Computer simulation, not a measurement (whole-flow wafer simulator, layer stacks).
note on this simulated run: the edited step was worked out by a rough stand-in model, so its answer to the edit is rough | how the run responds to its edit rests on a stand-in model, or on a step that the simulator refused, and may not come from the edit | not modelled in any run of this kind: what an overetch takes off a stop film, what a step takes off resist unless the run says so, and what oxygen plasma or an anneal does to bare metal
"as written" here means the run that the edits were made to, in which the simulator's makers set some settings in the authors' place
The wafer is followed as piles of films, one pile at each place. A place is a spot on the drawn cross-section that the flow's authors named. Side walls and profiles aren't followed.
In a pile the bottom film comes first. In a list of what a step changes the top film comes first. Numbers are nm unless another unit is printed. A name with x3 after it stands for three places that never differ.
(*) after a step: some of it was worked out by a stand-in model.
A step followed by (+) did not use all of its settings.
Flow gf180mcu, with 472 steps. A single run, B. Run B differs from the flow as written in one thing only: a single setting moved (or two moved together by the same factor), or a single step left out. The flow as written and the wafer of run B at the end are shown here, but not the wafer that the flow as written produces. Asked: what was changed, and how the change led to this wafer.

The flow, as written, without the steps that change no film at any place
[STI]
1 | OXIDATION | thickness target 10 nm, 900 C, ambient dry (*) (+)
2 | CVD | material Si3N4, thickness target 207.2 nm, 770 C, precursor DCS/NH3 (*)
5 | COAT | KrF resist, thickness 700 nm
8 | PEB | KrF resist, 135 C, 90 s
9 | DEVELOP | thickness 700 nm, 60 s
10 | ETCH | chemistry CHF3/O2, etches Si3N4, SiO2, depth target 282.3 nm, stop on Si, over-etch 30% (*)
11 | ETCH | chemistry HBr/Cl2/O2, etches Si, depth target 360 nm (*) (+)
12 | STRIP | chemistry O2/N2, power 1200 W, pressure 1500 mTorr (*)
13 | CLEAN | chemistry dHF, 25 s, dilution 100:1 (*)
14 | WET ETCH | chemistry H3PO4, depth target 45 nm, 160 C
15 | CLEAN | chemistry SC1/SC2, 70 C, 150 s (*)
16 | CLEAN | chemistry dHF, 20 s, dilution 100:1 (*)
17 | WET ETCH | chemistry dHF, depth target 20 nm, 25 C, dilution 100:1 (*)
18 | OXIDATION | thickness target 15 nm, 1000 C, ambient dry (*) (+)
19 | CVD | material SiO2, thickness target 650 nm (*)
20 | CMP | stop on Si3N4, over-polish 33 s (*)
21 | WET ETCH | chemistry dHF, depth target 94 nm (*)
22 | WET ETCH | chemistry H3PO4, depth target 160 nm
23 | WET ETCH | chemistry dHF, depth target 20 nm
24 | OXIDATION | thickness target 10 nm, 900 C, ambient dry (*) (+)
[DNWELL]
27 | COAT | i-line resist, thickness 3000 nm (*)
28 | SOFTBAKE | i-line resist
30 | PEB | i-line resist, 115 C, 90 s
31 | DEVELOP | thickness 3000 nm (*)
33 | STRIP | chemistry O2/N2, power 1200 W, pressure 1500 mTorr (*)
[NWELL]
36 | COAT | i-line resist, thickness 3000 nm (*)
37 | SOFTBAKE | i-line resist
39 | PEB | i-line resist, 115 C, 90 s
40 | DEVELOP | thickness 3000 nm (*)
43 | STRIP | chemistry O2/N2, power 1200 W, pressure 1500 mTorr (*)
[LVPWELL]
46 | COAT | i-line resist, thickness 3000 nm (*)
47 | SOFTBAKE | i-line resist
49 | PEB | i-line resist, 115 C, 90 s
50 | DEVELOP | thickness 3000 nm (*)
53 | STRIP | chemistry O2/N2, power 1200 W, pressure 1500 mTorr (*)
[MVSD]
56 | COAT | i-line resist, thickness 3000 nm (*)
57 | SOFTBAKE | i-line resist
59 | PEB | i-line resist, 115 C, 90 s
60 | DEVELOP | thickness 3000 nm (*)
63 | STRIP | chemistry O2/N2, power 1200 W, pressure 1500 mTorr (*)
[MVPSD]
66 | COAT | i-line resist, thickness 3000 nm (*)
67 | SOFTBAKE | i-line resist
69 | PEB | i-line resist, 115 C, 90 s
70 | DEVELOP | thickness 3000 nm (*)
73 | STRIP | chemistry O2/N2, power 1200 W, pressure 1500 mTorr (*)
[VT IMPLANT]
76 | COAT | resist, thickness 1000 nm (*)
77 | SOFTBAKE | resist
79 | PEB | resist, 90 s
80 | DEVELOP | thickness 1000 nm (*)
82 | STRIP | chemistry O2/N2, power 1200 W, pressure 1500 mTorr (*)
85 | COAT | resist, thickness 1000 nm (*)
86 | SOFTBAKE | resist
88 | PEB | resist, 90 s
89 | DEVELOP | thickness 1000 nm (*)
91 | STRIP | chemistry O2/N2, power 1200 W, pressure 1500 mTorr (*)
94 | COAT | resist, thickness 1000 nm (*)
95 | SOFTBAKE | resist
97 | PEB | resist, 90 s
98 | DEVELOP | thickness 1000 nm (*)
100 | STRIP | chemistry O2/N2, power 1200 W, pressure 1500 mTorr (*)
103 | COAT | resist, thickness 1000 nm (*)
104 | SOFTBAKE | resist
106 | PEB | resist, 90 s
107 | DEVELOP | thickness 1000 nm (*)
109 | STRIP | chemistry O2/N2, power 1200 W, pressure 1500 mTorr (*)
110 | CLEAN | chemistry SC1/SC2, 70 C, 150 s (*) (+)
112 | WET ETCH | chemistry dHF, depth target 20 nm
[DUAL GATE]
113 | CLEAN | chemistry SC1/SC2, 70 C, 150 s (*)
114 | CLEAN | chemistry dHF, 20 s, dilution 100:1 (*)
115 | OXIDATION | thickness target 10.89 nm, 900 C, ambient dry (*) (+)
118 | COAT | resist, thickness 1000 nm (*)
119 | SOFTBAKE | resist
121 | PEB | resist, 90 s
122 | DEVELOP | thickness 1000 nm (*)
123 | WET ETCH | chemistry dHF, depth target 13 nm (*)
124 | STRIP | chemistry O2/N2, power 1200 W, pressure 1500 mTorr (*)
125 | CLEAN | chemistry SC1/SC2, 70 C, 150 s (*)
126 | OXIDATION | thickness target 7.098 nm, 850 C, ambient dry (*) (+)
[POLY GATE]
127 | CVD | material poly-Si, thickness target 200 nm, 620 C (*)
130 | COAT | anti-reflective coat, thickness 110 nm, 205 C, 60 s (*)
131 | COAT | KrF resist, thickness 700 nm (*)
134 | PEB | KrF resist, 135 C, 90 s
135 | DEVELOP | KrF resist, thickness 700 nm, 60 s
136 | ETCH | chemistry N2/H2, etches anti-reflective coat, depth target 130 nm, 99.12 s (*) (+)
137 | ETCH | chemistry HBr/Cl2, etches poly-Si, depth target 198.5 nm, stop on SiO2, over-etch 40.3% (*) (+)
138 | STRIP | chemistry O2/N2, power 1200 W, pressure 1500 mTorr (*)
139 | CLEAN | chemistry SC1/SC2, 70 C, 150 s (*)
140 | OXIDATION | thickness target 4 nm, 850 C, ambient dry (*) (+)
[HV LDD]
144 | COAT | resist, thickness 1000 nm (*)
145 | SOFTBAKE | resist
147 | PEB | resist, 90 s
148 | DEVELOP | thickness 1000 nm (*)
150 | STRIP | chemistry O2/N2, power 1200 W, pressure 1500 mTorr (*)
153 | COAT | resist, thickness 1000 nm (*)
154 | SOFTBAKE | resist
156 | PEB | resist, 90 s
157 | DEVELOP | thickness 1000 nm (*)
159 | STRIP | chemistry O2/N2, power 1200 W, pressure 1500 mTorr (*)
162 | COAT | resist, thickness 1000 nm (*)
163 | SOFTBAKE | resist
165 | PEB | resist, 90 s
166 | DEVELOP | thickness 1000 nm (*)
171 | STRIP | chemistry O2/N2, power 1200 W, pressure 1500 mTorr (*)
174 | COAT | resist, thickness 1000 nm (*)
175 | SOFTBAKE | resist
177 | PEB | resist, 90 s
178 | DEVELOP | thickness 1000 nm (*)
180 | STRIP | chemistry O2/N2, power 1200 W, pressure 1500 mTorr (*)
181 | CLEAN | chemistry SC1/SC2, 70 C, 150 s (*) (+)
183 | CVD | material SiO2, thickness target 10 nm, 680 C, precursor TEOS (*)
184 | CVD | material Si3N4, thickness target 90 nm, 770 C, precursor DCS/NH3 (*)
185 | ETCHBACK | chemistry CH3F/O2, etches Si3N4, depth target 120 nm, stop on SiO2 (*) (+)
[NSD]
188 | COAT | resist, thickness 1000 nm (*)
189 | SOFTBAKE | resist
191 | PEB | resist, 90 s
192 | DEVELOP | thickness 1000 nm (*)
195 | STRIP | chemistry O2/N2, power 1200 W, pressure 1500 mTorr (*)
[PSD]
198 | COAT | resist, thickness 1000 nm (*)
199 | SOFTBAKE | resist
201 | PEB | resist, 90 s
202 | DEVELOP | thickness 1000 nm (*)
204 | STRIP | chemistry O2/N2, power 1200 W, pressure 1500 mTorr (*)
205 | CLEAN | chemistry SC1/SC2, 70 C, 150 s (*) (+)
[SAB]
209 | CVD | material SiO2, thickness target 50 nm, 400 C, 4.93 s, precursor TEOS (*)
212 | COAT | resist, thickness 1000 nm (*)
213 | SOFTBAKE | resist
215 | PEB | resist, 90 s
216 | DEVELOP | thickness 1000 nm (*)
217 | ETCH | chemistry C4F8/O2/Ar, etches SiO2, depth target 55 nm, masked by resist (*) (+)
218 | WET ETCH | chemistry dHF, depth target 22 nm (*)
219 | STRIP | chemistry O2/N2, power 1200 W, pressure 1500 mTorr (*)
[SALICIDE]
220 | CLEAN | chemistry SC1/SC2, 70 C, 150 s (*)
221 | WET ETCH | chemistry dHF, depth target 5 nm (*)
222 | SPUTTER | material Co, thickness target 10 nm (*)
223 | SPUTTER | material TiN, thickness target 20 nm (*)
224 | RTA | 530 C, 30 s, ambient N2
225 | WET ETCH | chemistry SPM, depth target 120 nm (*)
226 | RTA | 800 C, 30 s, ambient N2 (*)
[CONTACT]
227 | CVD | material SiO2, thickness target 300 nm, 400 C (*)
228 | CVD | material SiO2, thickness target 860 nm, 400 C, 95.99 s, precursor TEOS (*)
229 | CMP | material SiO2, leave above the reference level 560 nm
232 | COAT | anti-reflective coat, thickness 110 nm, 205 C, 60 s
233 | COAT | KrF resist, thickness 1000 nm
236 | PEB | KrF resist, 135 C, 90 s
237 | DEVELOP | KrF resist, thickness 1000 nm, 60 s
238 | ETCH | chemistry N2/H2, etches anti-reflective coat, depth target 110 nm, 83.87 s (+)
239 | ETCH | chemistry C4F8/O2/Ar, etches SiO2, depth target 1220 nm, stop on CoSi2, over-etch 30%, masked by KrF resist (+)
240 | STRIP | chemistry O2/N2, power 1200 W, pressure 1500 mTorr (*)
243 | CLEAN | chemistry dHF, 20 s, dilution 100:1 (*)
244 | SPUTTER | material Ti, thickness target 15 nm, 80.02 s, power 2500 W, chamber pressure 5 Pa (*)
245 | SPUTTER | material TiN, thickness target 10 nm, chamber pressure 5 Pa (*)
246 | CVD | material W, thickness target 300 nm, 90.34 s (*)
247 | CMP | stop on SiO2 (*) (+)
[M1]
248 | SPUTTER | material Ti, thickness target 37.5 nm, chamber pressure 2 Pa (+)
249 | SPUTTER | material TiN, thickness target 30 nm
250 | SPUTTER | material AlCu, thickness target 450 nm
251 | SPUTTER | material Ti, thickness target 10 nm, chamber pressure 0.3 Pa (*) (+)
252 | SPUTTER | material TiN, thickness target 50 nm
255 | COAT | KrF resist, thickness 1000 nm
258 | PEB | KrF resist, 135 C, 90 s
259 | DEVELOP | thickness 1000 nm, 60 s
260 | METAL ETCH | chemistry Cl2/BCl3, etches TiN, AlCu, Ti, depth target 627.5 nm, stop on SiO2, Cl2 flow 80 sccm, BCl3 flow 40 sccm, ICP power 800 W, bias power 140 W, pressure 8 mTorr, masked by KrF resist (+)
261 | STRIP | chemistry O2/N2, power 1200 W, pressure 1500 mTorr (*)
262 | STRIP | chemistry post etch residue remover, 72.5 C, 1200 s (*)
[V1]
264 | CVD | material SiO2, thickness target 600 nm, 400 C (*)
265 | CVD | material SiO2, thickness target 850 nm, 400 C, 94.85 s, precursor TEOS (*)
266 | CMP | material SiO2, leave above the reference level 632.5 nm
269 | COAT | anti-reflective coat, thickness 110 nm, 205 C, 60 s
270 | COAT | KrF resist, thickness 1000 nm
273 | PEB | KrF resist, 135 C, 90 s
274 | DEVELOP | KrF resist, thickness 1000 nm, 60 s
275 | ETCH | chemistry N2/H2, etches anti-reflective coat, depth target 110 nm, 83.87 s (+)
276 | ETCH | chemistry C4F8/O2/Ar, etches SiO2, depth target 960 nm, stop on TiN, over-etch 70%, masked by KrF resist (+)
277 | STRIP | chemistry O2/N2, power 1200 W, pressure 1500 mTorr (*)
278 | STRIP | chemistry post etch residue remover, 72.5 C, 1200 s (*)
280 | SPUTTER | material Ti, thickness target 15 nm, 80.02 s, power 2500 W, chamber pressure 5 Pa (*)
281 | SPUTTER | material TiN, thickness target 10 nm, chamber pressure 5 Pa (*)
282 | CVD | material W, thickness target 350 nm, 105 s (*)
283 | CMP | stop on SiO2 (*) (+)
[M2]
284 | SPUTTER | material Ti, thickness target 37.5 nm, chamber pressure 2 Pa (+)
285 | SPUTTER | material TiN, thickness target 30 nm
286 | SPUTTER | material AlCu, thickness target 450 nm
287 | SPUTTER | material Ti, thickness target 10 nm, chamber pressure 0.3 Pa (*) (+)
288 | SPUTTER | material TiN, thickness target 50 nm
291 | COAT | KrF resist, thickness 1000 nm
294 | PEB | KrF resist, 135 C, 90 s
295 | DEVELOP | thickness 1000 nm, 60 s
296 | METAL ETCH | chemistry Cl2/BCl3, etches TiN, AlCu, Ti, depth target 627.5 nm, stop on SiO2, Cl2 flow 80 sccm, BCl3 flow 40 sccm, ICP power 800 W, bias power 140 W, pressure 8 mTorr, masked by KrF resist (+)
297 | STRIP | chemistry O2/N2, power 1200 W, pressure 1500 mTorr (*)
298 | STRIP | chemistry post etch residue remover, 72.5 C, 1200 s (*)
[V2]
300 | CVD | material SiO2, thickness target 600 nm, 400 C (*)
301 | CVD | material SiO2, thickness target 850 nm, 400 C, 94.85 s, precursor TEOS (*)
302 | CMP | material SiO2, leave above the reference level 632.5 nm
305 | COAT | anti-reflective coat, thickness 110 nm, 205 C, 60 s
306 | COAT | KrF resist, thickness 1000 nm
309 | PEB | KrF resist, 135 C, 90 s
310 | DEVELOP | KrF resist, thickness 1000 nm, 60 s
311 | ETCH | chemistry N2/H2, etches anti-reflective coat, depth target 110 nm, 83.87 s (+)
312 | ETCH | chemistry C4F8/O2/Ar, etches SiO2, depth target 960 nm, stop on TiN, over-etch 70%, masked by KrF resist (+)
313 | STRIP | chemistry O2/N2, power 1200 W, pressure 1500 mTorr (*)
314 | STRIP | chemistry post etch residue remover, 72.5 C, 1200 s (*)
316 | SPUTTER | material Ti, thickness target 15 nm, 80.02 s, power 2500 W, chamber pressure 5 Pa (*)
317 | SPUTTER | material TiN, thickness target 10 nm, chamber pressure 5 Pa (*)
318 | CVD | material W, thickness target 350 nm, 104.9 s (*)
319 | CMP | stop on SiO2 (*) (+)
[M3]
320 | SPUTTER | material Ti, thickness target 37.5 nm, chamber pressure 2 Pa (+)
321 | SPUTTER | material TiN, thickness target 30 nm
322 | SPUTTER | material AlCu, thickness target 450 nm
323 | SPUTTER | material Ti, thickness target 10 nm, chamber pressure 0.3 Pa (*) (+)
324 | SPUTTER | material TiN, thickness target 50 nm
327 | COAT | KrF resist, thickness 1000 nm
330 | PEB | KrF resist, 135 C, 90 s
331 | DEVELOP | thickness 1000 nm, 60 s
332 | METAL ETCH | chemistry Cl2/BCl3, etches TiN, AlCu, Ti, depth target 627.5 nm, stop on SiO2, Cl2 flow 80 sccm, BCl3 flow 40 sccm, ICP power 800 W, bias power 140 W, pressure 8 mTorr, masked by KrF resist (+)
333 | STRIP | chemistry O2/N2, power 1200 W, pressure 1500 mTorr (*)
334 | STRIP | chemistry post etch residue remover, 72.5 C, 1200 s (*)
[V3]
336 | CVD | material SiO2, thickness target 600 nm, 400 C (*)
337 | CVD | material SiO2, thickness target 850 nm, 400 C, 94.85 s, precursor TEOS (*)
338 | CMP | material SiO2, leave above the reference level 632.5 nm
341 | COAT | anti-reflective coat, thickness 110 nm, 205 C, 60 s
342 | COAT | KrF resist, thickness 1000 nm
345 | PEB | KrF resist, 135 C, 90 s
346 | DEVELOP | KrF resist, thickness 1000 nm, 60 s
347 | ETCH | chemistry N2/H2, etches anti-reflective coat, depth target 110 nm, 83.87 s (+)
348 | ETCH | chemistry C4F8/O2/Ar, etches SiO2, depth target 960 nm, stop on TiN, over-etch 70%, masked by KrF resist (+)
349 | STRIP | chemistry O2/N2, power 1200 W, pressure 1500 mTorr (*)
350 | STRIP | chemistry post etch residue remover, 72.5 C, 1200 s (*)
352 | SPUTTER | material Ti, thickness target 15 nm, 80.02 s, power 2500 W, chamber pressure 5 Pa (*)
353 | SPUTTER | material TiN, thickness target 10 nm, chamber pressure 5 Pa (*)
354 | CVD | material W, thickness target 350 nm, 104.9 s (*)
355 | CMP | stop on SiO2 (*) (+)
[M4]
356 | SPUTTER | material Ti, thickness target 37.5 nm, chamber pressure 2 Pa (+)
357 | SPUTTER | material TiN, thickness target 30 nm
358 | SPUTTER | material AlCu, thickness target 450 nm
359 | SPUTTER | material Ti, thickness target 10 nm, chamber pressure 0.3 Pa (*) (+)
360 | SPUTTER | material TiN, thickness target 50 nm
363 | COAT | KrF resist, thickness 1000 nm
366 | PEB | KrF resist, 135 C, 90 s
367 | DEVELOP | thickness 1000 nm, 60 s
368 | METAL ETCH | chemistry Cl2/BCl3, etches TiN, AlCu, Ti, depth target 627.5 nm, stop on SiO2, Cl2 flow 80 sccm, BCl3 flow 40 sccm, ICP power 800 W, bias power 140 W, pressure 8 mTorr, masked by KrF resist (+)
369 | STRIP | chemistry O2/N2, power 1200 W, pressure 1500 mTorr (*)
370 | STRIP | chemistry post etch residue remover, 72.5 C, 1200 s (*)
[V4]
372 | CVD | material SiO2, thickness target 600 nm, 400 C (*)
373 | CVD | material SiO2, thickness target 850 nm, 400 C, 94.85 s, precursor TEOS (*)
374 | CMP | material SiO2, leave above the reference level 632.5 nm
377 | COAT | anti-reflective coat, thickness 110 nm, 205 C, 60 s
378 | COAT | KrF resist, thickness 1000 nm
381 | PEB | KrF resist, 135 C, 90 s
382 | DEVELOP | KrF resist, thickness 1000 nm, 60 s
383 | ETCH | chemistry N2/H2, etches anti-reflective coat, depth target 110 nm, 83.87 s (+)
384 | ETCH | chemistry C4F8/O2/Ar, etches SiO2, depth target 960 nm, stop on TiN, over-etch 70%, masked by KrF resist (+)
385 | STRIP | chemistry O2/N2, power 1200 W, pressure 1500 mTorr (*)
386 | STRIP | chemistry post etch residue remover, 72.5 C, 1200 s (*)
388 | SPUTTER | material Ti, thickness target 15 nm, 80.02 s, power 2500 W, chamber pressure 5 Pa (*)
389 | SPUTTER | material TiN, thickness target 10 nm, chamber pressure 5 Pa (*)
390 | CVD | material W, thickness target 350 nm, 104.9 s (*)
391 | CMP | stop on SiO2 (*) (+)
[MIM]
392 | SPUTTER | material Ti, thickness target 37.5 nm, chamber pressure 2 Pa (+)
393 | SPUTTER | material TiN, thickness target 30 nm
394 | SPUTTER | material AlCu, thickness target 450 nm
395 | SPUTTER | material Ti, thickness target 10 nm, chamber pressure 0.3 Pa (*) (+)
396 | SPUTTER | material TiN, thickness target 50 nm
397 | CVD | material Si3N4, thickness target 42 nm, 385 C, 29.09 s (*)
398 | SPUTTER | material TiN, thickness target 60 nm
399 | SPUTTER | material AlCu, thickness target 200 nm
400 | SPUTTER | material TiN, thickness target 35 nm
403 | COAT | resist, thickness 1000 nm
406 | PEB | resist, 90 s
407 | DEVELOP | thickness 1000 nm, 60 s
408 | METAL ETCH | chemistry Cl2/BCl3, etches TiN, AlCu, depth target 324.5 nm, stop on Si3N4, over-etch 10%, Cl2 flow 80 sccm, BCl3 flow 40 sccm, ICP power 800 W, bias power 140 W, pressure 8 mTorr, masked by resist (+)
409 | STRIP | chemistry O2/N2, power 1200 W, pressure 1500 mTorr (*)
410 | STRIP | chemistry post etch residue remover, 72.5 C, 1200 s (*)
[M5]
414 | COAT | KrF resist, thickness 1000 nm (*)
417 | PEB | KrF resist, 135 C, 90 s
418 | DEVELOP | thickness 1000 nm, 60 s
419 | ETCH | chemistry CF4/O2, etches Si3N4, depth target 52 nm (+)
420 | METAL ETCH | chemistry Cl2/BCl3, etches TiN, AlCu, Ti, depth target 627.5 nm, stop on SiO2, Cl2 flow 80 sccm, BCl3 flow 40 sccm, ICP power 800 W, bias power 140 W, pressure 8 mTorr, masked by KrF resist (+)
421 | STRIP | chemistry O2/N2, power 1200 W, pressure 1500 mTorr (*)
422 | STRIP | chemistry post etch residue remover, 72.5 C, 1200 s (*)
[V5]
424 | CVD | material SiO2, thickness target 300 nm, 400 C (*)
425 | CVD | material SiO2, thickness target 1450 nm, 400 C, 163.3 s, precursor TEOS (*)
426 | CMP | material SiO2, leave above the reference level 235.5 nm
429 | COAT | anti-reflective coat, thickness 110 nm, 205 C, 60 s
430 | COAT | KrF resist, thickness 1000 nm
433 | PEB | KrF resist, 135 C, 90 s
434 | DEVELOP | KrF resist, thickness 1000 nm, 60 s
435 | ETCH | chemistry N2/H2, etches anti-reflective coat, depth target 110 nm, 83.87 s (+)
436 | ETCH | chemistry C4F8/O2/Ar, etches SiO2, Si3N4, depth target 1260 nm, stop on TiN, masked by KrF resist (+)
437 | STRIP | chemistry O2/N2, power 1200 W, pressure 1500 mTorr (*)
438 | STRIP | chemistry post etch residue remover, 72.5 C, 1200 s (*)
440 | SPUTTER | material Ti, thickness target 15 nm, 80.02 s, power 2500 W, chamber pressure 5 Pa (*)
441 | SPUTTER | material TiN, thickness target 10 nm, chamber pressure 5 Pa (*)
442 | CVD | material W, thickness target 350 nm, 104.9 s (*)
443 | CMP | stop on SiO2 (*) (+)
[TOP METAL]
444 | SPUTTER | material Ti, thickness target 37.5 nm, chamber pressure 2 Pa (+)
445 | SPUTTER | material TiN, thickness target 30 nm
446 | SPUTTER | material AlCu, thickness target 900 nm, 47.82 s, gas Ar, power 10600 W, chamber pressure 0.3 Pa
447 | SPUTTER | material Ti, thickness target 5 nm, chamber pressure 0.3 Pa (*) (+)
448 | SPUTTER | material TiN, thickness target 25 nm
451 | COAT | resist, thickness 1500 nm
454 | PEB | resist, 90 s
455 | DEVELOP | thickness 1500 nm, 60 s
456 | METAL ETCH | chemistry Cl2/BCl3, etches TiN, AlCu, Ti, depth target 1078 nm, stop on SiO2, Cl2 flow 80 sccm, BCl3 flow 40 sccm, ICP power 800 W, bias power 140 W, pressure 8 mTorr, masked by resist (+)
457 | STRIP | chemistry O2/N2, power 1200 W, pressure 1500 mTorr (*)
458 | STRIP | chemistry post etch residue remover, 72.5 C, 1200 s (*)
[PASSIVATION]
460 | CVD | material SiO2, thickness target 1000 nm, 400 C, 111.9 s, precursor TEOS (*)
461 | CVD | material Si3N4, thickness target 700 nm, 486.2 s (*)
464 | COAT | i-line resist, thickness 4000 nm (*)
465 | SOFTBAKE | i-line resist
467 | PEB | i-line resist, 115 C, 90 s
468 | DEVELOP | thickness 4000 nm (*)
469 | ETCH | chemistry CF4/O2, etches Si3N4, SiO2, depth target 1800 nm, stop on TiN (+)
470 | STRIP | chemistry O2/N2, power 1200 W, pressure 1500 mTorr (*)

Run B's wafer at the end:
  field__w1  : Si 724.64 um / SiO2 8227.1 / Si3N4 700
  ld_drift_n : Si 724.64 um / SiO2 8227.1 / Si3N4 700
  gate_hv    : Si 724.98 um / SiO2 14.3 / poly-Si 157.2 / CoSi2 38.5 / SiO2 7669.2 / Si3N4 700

What caused this: step 222, SPUTTER: thickness target 11 nm was run, while the flow as written has thickness target 10 nm.

The path from the change to this, step by step:
  222 | SPUTTER | material Co, thickness target 10 nm (*)
      field, field__w7, field__w8 and 71 more: +11 Co (new film) (it would be, as written: +10 Co (new film))
      field__w6, field_sub, field_sub__w2: +10.9 Co (new film) (it would be, as written: +9.95 Co (new film))
      (as well as at 34 more places)
  223 | SPUTTER | material TiN, thickness target 20 nm (*)
      field__w12: +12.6 TiN (new film) (it would be, as written: +12 TiN (new film))
  224 | RTA | 530 C, 30 s, ambient N2
      gate, gate_hv, gate_p and 22 more: under 1 film: +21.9 CoSi (new film), -11 Co (all of it), -20 poly-Si (it would be, as written: under 1 film: +19.9 CoSi (new film), -10 Co (all of it), -18.2 poly-Si)
      active, p_well, sd_n and 11 more: under 1 film: +21.9 CoSi (new film), -11 Co (all of it), -19.9 Si (it would be, as written: under 1 film: +19.9 CoSi (new film), -10 Co (all of it), -18.1 Si)
      (as well as at 10 more places)
  225 | WET ETCH | chemistry SPM, depth target 120 nm (*)
      field, field__w7, field__w8 and 32 more: -20 TiN (all of it), -11 Co (all of it) (it would be, as written: -20 TiN (all of it), -10 Co (all of it))
      field__w9, nw_enc_fld_lv__w3: -19.1 TiN (all of it), -10.6 Co (all of it) (it would be, as written: -19.1 TiN (all of it), -9.6 Co (all of it))
      (as well as at 25 more places)
  226 | RTA | 800 C, 30 s, ambient N2 (*)
      gate, gate_hv, gate_p and 22 more: +38.5 CoSi2 (new film), -21.9 CoSi (all of it), -20 poly-Si (it would be, as written: +35 CoSi2 (new film), -19.9 CoSi (all of it), -18.2 poly-Si)
      active, p_well, sd_n and 11 more: +38.5 CoSi2 (new film), -21.9 CoSi (all of it), -19.9 Si (it would be, as written: +35 CoSi2 (new film), -19.9 CoSi (all of it), -18.1 Si)
      (as well as at 10 more places)
